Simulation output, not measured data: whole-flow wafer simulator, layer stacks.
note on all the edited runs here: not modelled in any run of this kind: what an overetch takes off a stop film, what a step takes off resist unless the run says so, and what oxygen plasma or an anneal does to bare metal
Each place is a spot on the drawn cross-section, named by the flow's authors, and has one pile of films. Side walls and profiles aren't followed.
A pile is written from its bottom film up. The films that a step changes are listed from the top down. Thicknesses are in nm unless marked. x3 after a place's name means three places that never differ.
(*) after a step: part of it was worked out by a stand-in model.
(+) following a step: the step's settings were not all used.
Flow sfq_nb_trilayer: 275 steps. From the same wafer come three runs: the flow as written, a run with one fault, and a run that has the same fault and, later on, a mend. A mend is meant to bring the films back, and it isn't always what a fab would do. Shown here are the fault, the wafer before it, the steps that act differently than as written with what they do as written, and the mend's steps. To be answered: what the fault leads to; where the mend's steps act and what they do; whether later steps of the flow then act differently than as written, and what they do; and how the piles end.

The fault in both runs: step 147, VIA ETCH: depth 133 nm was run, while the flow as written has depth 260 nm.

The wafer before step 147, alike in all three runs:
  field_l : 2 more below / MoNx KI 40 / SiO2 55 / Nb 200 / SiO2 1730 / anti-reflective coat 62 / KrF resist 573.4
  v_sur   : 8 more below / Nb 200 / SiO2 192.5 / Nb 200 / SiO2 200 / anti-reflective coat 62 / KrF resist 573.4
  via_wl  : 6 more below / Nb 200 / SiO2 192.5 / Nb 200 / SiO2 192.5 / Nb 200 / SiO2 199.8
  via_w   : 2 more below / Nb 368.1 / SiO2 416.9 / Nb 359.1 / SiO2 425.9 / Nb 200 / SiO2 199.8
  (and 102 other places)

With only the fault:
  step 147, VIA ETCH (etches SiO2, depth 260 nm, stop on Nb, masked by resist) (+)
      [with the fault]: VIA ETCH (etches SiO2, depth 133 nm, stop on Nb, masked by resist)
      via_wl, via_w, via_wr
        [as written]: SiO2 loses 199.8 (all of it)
        [with the fault]: SiO2 loses 133
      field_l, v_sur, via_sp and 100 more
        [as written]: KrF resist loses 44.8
        [with the fault]: KrF resist loses 22.9
  Steps later in the flow that act otherwise than as written (4 more steps, not shown, differ only slightly: by at most 2% or 0.5 nm, whichever is larger):
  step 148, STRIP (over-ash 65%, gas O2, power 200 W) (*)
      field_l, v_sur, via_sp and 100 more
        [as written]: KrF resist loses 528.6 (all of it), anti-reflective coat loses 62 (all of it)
        [with the fault]: KrF resist loses 550.5 (all of it), anti-reflective coat loses 62 (all of it)
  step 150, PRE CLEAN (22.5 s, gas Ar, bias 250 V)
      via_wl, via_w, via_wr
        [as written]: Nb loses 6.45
        [with the fault]: SiO2 loses 7.5
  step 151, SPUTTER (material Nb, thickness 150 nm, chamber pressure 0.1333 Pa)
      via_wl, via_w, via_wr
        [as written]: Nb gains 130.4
        [with the fault]: Nb gains 138.1 (new film)
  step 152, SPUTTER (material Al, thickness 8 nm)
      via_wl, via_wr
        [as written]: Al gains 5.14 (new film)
        [with the fault]: Al gains 5.94 (new film)
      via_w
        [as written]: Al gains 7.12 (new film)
        [with the fault]: Al gains 7.75 (new film)
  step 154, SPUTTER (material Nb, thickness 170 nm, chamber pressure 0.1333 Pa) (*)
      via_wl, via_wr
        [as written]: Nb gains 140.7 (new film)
        [with the fault]: Nb gains 121.6 (new film)
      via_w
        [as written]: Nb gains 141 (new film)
        [with the fault]: Nb gains 165 (new film)
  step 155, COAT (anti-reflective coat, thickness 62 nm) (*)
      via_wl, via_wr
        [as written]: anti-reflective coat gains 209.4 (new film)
        [with the fault]: anti-reflective coat gains 193.7 (new film)
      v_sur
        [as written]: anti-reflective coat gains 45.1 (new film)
        [with the fault]: anti-reflective coat gains 48.2 (new film)
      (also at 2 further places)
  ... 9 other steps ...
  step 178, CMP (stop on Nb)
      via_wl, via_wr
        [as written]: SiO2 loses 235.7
        [with the fault]: SiO2 loses 309
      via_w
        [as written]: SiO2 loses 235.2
        [with the fault]: SiO2 loses 308.5
  The piles end different from the flow's at via_wl, via_w, via_wr by more than 2% or 0.5 nm, whichever is larger.
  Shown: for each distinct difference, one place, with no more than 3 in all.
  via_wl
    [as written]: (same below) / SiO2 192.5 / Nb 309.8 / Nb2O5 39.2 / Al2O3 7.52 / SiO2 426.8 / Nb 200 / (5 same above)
    [with the fault]: (same below) / SiO2 192.5 / Nb 200 / SiO2 59.3 / Nb 124.8 / Nb2O5 36.8 / Al2O3 8.84 / SiO2 353.5 / Nb 200 / (5 same above)
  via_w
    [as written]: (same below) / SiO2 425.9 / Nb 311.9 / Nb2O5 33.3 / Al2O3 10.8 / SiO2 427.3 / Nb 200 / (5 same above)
    [with the fault]: (same below) / SiO2 425.9 / Nb 200 / SiO2 59.3 / Nb 127 / Nb2O5 30.9 / Al2O3 12.2 / SiO2 354 / Nb 200 / (5 same above)

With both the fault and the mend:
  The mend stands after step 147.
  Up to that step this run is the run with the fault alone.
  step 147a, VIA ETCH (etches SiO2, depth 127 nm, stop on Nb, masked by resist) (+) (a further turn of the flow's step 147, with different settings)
      field_l, v_sur, via_sp and 100 more
        KrF resist loses 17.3
      via_wl, via_w, via_wr
        SiO2 loses 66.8 (all of it)
  None of the later steps of the flow differs from how it acts as written, at any place that is followed, by more than 2% or 0.5 nm, whichever is larger.
  At every place that both follow, the piles at the end match the flow's.
